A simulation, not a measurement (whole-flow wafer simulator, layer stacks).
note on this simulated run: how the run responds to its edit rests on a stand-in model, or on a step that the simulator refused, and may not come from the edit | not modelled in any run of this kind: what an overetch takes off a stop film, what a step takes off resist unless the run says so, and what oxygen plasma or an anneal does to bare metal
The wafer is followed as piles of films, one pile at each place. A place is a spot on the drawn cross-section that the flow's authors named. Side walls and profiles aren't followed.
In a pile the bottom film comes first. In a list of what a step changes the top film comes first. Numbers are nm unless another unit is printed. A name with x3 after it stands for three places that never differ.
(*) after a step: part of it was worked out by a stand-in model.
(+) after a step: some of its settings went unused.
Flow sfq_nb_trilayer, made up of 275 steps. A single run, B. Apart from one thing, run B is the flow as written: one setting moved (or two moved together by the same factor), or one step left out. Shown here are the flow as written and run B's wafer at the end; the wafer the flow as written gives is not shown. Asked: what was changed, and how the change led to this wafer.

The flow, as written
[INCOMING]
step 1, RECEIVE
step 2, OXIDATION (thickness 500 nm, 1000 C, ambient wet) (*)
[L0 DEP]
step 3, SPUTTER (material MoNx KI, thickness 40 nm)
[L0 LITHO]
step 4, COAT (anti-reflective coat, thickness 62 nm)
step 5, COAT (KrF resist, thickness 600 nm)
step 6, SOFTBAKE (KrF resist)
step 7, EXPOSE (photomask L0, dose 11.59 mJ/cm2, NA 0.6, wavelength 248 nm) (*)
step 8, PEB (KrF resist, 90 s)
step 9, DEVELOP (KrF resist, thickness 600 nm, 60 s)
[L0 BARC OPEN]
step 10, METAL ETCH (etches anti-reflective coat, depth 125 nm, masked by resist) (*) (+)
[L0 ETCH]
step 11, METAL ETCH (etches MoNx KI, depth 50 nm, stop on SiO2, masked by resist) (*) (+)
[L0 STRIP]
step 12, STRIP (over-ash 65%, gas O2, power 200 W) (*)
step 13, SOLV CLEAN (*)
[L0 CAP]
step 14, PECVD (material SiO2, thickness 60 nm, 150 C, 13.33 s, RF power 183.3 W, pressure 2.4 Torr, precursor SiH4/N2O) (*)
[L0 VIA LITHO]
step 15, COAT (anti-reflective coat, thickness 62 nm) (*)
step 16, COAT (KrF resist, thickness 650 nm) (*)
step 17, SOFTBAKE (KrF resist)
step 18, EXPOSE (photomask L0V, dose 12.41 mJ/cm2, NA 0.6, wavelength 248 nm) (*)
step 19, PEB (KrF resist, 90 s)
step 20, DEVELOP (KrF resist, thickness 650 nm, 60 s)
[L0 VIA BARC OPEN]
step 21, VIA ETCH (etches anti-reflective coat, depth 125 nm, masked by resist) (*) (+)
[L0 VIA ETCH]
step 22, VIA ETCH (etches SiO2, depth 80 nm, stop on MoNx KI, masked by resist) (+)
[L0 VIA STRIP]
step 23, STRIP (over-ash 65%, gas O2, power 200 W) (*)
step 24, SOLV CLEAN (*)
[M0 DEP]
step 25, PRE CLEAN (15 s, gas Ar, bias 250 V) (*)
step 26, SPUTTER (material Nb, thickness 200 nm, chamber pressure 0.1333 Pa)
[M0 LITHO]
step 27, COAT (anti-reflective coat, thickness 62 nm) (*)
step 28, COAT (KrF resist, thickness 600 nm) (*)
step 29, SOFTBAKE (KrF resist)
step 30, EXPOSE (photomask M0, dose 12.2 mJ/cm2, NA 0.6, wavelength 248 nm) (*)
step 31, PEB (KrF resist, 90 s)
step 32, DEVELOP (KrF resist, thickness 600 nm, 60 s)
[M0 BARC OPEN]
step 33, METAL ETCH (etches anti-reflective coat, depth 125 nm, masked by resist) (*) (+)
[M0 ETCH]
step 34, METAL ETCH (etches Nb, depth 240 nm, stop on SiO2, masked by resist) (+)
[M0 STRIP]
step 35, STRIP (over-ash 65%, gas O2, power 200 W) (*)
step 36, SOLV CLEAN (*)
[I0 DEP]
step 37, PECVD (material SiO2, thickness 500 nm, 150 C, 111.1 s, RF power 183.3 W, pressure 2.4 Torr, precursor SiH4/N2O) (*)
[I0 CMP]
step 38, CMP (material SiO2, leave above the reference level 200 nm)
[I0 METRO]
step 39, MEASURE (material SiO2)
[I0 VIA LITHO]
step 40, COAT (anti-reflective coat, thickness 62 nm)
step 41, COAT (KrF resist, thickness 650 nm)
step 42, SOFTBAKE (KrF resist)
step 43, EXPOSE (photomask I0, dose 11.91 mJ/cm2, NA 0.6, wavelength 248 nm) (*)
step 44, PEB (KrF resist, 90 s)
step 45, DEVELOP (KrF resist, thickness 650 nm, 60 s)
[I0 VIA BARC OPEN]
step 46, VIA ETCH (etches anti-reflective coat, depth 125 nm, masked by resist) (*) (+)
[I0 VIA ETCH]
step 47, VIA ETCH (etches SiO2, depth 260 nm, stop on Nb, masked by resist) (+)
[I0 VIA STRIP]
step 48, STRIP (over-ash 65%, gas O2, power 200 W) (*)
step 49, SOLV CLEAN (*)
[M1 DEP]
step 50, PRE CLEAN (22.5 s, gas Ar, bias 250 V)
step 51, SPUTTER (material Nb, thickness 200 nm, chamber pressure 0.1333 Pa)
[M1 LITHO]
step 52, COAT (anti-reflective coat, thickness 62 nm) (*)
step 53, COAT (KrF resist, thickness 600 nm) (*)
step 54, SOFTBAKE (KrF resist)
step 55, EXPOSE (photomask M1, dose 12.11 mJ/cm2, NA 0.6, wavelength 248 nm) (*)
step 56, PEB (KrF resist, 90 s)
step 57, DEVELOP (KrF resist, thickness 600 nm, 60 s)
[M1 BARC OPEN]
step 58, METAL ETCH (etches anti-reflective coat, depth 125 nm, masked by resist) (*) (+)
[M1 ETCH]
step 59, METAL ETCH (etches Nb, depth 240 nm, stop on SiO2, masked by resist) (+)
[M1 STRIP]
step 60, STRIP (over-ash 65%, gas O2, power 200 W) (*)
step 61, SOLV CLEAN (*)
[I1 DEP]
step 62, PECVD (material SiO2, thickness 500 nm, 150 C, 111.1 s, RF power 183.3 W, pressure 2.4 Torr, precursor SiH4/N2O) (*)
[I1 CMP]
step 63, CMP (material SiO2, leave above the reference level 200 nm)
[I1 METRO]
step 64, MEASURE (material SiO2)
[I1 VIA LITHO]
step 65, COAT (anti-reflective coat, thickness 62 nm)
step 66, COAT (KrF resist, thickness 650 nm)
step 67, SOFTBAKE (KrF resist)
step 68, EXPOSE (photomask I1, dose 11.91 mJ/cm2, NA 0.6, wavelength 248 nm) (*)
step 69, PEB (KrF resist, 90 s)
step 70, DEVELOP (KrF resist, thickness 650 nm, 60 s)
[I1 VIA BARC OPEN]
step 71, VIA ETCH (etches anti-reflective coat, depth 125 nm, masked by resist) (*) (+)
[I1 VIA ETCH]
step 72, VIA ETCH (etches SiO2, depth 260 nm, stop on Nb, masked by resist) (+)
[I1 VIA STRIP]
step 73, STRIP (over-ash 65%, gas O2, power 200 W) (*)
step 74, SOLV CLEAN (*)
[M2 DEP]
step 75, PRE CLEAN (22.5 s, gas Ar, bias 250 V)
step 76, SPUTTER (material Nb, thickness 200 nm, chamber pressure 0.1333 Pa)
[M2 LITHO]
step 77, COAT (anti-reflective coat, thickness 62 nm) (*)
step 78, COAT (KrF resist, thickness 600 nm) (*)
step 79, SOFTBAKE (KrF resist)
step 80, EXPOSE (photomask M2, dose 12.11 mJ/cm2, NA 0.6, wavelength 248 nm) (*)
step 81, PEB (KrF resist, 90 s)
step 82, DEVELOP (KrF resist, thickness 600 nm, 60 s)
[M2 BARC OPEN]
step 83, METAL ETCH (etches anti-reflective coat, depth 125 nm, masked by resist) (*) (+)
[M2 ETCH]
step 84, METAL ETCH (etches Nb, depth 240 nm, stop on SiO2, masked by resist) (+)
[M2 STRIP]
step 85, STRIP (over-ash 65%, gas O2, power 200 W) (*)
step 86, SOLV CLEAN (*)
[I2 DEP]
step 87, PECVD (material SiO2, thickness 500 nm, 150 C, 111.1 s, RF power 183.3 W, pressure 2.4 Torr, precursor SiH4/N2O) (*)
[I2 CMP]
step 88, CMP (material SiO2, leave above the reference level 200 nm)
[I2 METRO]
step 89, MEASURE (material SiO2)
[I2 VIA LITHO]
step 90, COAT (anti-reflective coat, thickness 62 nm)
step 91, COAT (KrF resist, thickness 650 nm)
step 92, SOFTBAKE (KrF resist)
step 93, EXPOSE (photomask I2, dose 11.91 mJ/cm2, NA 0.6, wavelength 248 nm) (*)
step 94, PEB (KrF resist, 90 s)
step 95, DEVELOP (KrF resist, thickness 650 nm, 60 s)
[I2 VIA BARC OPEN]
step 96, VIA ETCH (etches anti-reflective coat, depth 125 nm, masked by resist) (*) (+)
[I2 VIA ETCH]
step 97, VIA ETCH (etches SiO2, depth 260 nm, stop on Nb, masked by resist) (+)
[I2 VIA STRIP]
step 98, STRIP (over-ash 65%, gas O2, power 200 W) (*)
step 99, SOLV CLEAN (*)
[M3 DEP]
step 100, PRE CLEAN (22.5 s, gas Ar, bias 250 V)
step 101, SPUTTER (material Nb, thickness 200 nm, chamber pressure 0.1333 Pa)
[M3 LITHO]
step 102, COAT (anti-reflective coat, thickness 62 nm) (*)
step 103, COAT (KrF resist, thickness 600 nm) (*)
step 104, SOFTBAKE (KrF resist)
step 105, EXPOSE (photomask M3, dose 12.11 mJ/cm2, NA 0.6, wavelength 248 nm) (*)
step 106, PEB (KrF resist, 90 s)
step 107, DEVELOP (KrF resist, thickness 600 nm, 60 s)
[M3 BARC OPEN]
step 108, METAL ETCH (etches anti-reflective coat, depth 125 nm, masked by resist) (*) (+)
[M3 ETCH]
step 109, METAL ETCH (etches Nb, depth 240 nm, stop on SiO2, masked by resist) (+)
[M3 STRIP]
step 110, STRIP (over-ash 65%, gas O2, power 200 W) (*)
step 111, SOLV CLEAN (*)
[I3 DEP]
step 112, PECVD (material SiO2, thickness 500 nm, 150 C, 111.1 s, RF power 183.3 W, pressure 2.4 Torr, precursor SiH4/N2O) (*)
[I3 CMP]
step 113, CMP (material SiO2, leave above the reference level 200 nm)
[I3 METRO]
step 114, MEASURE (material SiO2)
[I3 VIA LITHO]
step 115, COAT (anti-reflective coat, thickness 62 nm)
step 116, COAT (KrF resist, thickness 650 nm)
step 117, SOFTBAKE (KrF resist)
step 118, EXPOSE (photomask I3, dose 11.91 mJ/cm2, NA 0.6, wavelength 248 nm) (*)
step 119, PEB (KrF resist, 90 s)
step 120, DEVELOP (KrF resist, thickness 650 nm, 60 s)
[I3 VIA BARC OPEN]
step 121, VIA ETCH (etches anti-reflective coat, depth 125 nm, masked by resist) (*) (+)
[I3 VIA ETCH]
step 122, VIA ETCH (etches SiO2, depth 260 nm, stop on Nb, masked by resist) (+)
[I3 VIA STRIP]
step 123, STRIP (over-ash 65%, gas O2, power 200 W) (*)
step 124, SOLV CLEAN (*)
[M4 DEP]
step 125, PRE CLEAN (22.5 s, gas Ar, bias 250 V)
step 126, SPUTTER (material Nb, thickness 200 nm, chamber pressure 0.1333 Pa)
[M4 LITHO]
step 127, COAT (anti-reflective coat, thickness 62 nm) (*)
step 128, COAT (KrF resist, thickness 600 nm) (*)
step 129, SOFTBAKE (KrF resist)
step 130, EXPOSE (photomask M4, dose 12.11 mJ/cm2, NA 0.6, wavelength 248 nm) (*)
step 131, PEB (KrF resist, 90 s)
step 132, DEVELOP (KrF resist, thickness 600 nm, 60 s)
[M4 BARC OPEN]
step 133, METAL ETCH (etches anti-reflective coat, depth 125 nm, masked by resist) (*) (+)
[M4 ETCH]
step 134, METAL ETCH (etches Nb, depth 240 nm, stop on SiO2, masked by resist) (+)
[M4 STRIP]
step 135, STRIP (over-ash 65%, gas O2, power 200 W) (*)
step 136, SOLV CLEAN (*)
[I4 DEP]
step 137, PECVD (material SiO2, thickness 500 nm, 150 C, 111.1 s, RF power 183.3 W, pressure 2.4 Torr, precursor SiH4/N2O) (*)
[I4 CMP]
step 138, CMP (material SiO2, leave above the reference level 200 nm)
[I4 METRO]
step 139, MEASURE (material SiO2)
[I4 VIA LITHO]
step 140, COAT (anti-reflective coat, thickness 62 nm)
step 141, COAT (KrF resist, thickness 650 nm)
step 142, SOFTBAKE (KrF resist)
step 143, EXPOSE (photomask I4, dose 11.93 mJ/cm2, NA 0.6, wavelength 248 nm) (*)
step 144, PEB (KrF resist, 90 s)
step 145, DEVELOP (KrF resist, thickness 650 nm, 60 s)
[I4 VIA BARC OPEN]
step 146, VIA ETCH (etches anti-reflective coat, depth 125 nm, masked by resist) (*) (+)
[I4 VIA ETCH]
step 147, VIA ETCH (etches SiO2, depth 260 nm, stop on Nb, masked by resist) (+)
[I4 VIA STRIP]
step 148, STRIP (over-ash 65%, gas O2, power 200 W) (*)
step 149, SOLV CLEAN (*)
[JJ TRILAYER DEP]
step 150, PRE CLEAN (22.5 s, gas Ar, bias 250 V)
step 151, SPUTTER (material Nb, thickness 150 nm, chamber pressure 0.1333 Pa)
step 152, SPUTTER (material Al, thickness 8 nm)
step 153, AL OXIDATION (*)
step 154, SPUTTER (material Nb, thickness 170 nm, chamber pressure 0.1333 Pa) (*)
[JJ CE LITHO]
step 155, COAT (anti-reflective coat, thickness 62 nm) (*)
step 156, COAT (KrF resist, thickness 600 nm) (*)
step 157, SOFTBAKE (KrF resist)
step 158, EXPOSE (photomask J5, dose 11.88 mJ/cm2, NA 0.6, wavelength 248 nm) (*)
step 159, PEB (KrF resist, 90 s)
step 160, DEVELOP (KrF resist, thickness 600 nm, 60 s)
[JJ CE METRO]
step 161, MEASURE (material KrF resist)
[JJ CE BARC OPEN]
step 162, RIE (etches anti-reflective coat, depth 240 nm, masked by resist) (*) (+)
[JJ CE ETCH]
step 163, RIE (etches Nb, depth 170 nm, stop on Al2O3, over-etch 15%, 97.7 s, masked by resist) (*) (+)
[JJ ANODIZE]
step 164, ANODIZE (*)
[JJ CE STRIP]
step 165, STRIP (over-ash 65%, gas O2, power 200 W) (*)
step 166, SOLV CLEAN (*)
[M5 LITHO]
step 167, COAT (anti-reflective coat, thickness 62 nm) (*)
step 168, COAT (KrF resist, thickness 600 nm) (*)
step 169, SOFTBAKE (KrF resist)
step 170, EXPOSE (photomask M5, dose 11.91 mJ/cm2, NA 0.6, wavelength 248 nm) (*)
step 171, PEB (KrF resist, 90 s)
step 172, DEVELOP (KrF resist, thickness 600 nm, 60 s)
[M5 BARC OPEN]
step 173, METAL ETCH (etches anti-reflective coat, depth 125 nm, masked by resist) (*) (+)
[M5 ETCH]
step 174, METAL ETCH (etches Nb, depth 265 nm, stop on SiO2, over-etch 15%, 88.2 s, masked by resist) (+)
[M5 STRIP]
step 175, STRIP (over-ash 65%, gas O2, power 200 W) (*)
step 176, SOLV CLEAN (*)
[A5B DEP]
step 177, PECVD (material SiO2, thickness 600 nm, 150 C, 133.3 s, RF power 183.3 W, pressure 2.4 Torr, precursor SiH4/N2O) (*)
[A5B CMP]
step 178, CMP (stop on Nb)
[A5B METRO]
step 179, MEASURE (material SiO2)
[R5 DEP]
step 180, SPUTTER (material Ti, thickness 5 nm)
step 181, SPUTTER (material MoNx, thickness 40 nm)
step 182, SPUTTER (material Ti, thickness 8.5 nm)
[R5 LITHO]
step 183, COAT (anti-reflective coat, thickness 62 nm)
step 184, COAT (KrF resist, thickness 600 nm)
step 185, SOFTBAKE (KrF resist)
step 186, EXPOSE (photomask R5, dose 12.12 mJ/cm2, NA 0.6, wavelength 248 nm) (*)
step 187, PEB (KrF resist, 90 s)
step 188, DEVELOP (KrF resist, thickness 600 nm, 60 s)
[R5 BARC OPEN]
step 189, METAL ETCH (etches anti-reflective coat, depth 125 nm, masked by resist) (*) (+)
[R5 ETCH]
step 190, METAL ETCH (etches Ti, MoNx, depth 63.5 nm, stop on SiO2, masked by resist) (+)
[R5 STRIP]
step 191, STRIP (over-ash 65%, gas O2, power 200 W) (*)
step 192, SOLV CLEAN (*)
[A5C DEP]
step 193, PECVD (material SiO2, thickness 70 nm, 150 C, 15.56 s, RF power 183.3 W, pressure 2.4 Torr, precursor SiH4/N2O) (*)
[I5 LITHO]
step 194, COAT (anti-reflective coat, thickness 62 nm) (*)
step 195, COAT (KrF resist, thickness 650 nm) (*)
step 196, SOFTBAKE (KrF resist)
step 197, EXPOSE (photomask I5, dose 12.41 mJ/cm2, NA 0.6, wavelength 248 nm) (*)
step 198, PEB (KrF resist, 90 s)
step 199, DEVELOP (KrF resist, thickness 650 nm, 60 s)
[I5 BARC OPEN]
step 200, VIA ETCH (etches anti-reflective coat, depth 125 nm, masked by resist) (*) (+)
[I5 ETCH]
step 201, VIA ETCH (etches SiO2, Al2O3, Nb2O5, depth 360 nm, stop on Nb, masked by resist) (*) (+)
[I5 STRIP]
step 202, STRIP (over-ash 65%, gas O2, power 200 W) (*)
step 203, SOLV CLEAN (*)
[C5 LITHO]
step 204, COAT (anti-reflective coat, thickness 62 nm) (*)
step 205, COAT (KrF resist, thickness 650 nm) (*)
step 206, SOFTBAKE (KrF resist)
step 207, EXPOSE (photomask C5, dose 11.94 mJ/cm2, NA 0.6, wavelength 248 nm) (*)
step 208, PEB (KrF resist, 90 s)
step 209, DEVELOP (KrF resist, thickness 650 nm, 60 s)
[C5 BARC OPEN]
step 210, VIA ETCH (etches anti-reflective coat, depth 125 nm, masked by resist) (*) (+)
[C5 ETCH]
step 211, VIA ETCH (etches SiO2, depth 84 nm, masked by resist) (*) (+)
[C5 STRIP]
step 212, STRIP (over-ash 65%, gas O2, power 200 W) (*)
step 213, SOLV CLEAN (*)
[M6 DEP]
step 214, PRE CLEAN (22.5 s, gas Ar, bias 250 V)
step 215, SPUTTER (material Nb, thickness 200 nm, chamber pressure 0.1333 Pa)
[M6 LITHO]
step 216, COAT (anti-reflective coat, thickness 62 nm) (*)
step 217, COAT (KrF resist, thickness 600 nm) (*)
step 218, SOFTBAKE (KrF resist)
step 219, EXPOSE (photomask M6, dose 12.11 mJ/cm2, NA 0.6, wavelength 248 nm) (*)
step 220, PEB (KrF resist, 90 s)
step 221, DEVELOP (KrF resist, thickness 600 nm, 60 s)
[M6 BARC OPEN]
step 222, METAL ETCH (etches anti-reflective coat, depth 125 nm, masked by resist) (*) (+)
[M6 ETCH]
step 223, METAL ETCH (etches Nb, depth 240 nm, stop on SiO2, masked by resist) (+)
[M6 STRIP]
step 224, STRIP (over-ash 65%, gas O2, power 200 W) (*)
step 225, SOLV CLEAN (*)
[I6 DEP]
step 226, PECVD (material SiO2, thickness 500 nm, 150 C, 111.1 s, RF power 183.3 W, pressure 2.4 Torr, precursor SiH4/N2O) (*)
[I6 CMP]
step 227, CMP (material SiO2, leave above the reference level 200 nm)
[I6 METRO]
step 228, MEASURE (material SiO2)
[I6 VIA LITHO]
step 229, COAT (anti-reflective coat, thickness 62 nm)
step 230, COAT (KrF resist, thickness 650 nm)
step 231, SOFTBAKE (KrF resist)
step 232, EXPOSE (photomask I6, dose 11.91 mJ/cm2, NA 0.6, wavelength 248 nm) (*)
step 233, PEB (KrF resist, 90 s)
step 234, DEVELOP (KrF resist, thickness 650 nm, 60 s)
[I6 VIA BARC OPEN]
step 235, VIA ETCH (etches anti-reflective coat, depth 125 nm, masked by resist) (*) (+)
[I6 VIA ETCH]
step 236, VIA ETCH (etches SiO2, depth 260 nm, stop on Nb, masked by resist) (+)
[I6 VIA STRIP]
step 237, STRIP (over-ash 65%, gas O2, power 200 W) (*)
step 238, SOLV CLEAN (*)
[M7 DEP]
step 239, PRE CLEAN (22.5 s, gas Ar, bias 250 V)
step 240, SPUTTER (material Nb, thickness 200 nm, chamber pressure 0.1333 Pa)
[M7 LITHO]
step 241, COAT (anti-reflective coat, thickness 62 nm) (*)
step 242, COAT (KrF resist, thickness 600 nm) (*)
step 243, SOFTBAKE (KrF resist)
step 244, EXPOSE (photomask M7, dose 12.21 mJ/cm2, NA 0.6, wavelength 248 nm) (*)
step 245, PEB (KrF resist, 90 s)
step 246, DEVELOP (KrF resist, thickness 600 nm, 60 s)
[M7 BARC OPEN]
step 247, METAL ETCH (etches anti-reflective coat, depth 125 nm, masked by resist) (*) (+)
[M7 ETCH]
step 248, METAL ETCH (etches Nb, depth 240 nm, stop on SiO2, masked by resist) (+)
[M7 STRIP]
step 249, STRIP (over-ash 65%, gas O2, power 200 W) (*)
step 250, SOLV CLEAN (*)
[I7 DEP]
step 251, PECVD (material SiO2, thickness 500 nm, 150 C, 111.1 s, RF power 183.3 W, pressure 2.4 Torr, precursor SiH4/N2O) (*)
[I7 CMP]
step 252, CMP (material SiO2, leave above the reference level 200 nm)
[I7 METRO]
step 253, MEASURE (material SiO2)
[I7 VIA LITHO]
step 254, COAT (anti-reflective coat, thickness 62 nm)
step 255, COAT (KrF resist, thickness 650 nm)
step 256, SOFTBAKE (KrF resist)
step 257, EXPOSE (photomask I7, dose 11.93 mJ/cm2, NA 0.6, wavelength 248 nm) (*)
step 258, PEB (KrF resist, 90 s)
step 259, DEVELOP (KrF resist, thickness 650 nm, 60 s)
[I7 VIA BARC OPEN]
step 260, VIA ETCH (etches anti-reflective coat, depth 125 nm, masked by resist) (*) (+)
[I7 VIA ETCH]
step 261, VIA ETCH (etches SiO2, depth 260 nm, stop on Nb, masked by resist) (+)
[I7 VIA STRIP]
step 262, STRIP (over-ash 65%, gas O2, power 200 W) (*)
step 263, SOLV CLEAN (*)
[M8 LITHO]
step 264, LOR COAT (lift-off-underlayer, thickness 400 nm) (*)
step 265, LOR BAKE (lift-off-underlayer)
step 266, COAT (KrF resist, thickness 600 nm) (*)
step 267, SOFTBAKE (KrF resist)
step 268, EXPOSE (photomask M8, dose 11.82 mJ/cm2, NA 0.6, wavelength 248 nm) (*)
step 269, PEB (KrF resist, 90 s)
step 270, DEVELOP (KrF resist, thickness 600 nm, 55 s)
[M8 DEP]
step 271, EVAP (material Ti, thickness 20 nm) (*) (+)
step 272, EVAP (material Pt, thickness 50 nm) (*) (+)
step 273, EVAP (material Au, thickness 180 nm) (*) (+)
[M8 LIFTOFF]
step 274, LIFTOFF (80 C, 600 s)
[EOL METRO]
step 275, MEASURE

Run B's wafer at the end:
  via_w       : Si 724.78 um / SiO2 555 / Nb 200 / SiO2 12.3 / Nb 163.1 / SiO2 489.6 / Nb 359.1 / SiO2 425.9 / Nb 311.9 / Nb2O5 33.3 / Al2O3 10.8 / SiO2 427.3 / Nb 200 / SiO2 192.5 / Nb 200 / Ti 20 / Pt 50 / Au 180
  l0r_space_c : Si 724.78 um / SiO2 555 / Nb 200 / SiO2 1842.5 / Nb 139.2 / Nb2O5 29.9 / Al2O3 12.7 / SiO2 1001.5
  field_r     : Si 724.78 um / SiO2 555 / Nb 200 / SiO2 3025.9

What caused this: step 38, CMP: leave above the reference level 280 nm was run, whereas the flow has leave above the reference level 200 nm.

Step by step, how the change led to this:
  step 38, CMP (material SiO2, leave above the reference level 200 nm)
      v_sur, via_wl, via_w and 94 more: SiO2 loses 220 (it would be, as written: SiO2 loses 300)
      field_l, l0_sur, l0r_line_l, l0r_line_c, l0r_line_r: SiO2 loses 260 (it would be, as written: SiO2 loses 340)
      (and at 4 other places as well)
  step 47, VIA ETCH (etches SiO2, depth 260 nm, stop on Nb, masked by resist) (+)
      via_w: SiO2 loses 260 (it would be, as written: SiO2 loses 199.8 (all of it))
  step 50, PRE CLEAN (22.5 s, gas Ar, bias 250 V)
      via_w: SiO2 loses 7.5 (it would be, as written: Nb loses 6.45)
  step 51, SPUTTER (material Nb, thickness 200 nm, chamber pressure 0.1333 Pa)
      via_w: Nb gains 163.1 (new film) (it would be, as written: Nb gains 174.5)
  step 52, COAT (anti-reflective coat, thickness 62 nm) (*)
      via_w: anti-reflective coat gains 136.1 (new film) (it would be, as written: anti-reflective coat gains 123.1 (new film))
      via_wr: anti-reflective coat gains 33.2 (new film) (it would be, as written: anti-reflective coat gains 34.9 (new film))
  step 53, COAT (KrF resist, thickness 600 nm) (*)
      via_w: KrF resist gains 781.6 (new film) (it would be, as written: KrF resist gains 731.8 (new film))
  step 60, STRIP (over-ash 65%, gas O2, power 200 W) (*)
      via_w: KrF resist loses 563.6 (all of it), anti-reflective coat loses 136.1 (all of it) (it would be, as written: KrF resist loses 513.8 (all of it), anti-reflective coat loses 123.1 (all of it))
      via_wr: KrF resist loses 378.6 (all of it), anti-reflective coat loses 33.2 (all of it) (it would be, as written: KrF resist loses 384.4 (all of it), anti-reflective coat loses 34.9 (all of it))
  step 62, PECVD (material SiO2, thickness 500 nm, 150 C, 111.1 s, RF power 183.3 W, pressure 2.4 Torr, precursor SiH4/N2O) (*)
      via_w: SiO2 gains 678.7 (new film) (it would be, as written: SiO2 gains 606 (new film))
Taking metal films that touch as one body, via_w has 6 bodies (between them, from the top down: SiO2 192.5; SiO2 427.3 / Al2O3 10.8 / Nb2O5 33.3; SiO2 425.9; SiO2 489.6; SiO2 12.3); the flow as written gives 5 bodies (between them, from the top down: SiO2 192.5; SiO2 427.3 / Al2O3 10.8 / Nb2O5 33.3; SiO2 425.9; SiO2 416.9).
